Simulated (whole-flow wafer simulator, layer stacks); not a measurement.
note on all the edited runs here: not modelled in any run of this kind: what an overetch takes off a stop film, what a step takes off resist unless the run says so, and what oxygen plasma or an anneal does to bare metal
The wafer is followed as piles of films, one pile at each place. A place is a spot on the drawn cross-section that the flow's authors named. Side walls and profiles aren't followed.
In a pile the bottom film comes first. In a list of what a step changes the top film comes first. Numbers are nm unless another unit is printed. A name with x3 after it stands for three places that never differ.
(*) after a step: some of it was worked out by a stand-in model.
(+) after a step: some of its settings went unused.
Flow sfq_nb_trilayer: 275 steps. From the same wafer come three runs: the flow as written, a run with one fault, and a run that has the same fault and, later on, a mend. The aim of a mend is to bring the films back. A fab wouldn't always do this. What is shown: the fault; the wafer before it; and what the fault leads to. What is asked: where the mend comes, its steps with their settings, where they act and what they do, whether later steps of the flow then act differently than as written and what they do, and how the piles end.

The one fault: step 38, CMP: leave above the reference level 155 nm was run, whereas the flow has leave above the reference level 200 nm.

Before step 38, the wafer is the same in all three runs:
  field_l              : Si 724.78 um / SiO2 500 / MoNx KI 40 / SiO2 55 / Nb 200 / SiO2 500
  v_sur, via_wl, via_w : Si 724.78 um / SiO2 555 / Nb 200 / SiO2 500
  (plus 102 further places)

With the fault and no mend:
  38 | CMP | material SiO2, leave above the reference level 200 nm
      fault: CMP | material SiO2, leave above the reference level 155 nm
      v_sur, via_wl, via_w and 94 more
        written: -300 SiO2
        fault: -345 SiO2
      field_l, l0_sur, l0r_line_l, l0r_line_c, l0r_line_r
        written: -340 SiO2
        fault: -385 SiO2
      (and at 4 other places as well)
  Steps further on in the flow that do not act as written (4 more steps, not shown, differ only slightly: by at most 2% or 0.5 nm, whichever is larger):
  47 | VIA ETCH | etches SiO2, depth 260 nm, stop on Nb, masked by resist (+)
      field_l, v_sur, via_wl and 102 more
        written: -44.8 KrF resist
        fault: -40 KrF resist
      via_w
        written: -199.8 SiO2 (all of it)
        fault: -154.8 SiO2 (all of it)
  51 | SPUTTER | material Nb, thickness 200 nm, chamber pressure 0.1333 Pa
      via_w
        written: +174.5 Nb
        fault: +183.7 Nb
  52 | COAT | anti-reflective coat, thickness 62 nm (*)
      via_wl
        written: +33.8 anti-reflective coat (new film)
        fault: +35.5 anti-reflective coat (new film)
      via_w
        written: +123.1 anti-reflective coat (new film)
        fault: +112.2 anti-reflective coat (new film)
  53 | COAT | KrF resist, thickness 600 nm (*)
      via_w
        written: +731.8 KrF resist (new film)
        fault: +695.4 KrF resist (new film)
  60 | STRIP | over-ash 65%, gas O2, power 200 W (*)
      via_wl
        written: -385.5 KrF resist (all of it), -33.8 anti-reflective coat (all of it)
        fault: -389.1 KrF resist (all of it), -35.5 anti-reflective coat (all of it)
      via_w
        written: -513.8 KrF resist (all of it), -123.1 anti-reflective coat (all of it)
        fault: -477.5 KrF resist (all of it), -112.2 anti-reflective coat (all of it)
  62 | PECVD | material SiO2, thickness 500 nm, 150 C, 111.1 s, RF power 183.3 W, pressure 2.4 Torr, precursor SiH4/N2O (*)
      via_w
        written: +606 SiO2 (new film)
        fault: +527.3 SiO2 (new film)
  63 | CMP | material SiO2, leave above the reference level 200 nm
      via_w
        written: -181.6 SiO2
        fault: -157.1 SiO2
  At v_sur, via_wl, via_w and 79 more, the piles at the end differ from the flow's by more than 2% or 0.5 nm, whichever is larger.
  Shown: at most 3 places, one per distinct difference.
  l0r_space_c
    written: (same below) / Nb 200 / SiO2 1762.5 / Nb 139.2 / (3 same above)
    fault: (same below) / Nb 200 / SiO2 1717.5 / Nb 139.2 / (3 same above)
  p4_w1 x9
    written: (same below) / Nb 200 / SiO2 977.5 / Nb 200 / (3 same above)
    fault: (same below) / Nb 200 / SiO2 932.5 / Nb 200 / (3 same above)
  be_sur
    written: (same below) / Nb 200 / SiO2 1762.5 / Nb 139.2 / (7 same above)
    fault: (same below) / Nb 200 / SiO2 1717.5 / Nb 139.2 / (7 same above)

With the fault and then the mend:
  After step 45 comes the mend.
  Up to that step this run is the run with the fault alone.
  45a | STRIP | over-ash 65%, gas O2, power 200 W (*)
      field_l, v_sur, via_wl and 102 more
        -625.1 KrF resist (all of it), -62 anti-reflective coat (all of it)
      via_w
        -62 anti-reflective coat (all of it)
  45b | PECVD | material SiO2, thickness 45 nm, 150 C, 10 s, RF power 183.3 W, pressure 2.4 Torr, precursor SiH4/N2O (a further turn of the flow's step 37, with different settings)
      field_l, v_sur, via_wl and 103 more
        +45 SiO2
  45c | COAT | anti-reflective coat, thickness 62 nm (a further turn of the flow's step 40)
      field_l, v_sur, via_wl and 103 more
        +62 anti-reflective coat (new film)
  45d | COAT | KrF resist, thickness 650 nm (a further turn of the flow's step 41)
      field_l, v_sur, via_wl and 103 more
        +650 KrF resist (new film)
  45e | SOFTBAKE | KrF resist (a further turn of the flow's step 42)
      leaves every film unchanged at each place that is followed
  45f | EXPOSE | photomask I0, dose 11.91 mJ/cm2, NA 0.6, wavelength 248 nm (*) (a further turn of the flow's step 43)
      leaves every film unchanged at each place that is followed
  45g | PEB | KrF resist, 90 s (a further turn of the flow's step 44)
      field_l, v_sur, via_wl and 103 more
        -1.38 KrF resist
  45h | DEVELOP | KrF resist, thickness 650 nm, 60 s (a further turn of the flow's step 45)
      field_l, v_sur, via_wl and 102 more
        -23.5 KrF resist
      via_w
        -648.6 KrF resist (all of it)
  Every later step of the flow that is run acts as written, at every place that is followed, to within 2% or 0.5 nm, whichever is larger.
  When the end is reached, the piles differ only a little from the flow's at the places that both follow, at most by 2% or 0.5 nm, whichever is larger.
